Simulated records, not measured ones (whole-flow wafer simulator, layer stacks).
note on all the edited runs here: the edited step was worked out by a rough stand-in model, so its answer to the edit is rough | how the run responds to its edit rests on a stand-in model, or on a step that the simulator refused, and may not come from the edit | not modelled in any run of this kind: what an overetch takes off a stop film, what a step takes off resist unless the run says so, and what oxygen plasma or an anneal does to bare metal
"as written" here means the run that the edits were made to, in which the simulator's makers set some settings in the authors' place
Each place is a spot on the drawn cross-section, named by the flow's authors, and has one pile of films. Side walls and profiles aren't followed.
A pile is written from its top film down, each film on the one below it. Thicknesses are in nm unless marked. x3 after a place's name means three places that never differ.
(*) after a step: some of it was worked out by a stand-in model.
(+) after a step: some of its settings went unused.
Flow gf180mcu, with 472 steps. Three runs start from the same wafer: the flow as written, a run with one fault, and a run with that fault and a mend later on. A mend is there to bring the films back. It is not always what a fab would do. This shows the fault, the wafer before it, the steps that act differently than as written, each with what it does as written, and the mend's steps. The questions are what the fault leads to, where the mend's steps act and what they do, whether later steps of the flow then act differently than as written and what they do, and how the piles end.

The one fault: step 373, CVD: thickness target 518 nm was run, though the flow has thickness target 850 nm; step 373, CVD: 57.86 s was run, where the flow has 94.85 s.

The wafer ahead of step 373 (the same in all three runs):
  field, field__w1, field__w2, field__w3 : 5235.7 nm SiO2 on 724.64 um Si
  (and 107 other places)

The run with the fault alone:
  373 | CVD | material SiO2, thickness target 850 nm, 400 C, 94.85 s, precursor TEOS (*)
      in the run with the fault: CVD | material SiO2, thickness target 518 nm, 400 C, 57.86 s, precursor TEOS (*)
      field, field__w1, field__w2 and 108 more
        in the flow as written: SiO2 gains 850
        in the run with the fault: SiO2 gains 525.6
  Steps later in the flow that act otherwise than as written (not shown: 8 more steps that differ only slightly, by at most 2% or 0.5 nm, whichever is larger):
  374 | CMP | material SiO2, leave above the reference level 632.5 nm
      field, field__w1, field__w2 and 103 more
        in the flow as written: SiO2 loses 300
        in the run with the fault: nothing
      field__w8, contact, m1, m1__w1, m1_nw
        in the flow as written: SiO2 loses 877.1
        in the run with the fault: SiO2 loses 552.7
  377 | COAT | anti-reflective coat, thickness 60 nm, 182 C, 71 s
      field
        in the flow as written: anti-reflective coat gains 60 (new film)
        in the run with the fault: anti-reflective coat gains 69.5 (new film)
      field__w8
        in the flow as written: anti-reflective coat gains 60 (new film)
        in the run with the fault: anti-reflective coat gains 46 (new film)
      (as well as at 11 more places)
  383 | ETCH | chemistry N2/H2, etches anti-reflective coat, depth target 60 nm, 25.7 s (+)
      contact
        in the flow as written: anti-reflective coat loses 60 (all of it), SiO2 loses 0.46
        in the run with the fault: anti-reflective coat loses 45.9 (all of it), SiO2 loses 0.82
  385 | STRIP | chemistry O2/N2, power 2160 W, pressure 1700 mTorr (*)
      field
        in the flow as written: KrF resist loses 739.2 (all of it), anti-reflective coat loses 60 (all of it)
        in the run with the fault: KrF resist loses 734.2 (all of it), anti-reflective coat loses 69.5 (all of it)
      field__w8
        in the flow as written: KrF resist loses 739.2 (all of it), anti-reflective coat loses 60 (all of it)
        in the run with the fault: KrF resist loses 736.9 (all of it), anti-reflective coat loses 46 (all of it)
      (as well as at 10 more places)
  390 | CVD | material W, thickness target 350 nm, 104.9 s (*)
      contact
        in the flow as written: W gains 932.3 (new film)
        in the run with the fault: W gains 907.7 (new film)
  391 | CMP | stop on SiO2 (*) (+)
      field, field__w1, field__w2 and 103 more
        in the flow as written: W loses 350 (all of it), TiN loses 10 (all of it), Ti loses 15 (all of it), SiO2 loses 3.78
        in the run with the fault: W loses 350 (all of it), TiN loses 10 (all of it), Ti loses 10.6
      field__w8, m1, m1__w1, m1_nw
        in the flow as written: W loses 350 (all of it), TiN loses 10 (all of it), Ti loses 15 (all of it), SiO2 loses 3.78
        in the run with the fault: W loses 350 (all of it), TiN loses 10 (all of it), Ti loses 15 (all of it), SiO2 loses 20
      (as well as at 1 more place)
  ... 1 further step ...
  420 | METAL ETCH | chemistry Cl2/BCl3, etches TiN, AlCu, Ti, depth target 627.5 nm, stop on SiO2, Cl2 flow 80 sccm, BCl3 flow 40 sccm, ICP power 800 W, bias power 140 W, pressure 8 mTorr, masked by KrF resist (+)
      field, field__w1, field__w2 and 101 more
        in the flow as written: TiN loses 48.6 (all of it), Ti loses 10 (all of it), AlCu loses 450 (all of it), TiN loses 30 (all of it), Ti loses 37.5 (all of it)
        in the run with the fault: TiN loses 48.6 (all of it), Ti loses 10 (all of it), AlCu loses 450 (all of it), TiN loses 30 (all of it), Ti loses 41.9 (all of it)
  By the end, the piles at field__w4, field__w8, contact, m1, m1__w1, mim, mim_1p0, m1_nw depart from the flow's by more than 2% or 0.5 nm, whichever is larger.
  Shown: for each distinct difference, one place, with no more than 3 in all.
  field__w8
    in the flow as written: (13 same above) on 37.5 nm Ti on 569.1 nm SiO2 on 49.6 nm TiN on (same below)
    in the run with the fault: (13 same above) on 37.5 nm Ti on 552.9 nm SiO2 on 49.6 nm TiN on (same below)
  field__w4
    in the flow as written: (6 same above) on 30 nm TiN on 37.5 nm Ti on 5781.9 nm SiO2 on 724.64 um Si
    in the run with the fault: (6 same above) on 30 nm TiN on 41.9 nm Ti on 5761.3 nm SiO2 on 724.64 um Si
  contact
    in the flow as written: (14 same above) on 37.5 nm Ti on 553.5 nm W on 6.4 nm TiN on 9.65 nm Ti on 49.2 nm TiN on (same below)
    in the run with the fault: (14 same above) on 37.5 nm Ti on 537.1 nm W on 6.5 nm TiN on 9.79 nm Ti on 49.2 nm TiN on (same below)

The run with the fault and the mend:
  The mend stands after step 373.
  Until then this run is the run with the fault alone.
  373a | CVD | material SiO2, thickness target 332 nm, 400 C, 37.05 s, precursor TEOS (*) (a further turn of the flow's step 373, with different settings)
      field, field__w1, field__w2 and 108 more
        SiO2 gains 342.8
  Steps later in the flow that act otherwise than as written:
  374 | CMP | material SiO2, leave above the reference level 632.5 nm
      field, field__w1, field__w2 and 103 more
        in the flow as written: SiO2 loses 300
        in the run with the mend: SiO2 loses 318.4
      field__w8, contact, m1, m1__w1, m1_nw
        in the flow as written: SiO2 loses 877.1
        in the run with the mend: SiO2 loses 895.5
  At every place that both follow, the piles at the end match the flow's.
